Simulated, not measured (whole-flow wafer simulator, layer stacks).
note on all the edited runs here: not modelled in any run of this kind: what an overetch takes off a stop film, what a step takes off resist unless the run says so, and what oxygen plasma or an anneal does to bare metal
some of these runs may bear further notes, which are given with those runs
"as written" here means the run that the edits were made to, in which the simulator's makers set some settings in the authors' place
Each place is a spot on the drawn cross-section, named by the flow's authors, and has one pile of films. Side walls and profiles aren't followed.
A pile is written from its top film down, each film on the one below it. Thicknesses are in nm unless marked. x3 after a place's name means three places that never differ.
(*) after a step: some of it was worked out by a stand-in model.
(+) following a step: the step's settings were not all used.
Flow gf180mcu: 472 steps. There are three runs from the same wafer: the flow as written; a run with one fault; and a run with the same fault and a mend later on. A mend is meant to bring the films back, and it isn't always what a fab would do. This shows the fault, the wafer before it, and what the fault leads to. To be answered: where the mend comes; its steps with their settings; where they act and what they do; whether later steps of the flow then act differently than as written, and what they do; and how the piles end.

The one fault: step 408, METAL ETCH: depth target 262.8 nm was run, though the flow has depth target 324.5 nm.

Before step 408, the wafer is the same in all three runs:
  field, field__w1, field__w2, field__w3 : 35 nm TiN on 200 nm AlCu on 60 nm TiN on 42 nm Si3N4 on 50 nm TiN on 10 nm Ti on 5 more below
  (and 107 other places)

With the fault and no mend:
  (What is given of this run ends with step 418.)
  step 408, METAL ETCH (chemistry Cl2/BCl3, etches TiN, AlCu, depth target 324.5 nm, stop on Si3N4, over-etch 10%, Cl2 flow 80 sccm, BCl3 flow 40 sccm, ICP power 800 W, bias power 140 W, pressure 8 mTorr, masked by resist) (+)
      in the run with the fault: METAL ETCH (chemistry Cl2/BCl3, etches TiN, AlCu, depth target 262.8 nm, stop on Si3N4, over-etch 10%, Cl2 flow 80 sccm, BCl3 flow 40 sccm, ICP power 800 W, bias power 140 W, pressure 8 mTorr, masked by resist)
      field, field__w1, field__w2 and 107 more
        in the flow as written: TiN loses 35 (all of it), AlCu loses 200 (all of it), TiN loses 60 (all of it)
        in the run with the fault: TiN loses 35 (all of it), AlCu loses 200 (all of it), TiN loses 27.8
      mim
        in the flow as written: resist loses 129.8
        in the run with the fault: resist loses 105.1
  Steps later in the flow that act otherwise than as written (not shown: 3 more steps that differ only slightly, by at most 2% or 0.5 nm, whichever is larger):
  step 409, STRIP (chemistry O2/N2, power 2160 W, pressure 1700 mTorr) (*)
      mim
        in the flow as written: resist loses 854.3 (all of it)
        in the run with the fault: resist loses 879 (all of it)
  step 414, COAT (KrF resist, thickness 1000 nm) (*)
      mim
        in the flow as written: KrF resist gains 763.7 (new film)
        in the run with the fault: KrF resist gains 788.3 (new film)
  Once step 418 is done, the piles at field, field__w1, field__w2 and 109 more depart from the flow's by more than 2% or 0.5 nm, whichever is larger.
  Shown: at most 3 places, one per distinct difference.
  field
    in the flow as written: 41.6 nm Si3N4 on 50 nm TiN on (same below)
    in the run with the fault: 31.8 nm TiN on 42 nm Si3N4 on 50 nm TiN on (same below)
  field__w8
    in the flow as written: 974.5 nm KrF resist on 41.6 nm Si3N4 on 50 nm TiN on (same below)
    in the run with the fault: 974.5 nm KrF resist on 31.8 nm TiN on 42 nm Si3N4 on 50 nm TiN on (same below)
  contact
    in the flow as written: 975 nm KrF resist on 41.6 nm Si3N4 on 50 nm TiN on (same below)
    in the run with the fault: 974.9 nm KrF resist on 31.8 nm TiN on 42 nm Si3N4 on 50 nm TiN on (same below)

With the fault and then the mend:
  The mend follows step 408.
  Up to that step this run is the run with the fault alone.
  step 408a, METAL ETCH (chemistry Cl2/BCl3, etches TiN, AlCu, depth target 61.7 nm, stop on Si3N4, over-etch 10%, Cl2 flow 80 sccm, BCl3 flow 40 sccm, ICP power 800 W, bias power 140 W, pressure 8 mTorr, masked by resist) (+) (the flow's step 408 again, with other settings)
      field, field__w1, field__w2 and 107 more
        TiN loses 32.2 (all of it)
      mim
        resist loses 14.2
  Every later step of the flow that is run acts as written, at every place that is followed, to within 2% or 0.5 nm, whichever is larger.
  The piles end the same as the flow's at every place that both follow.
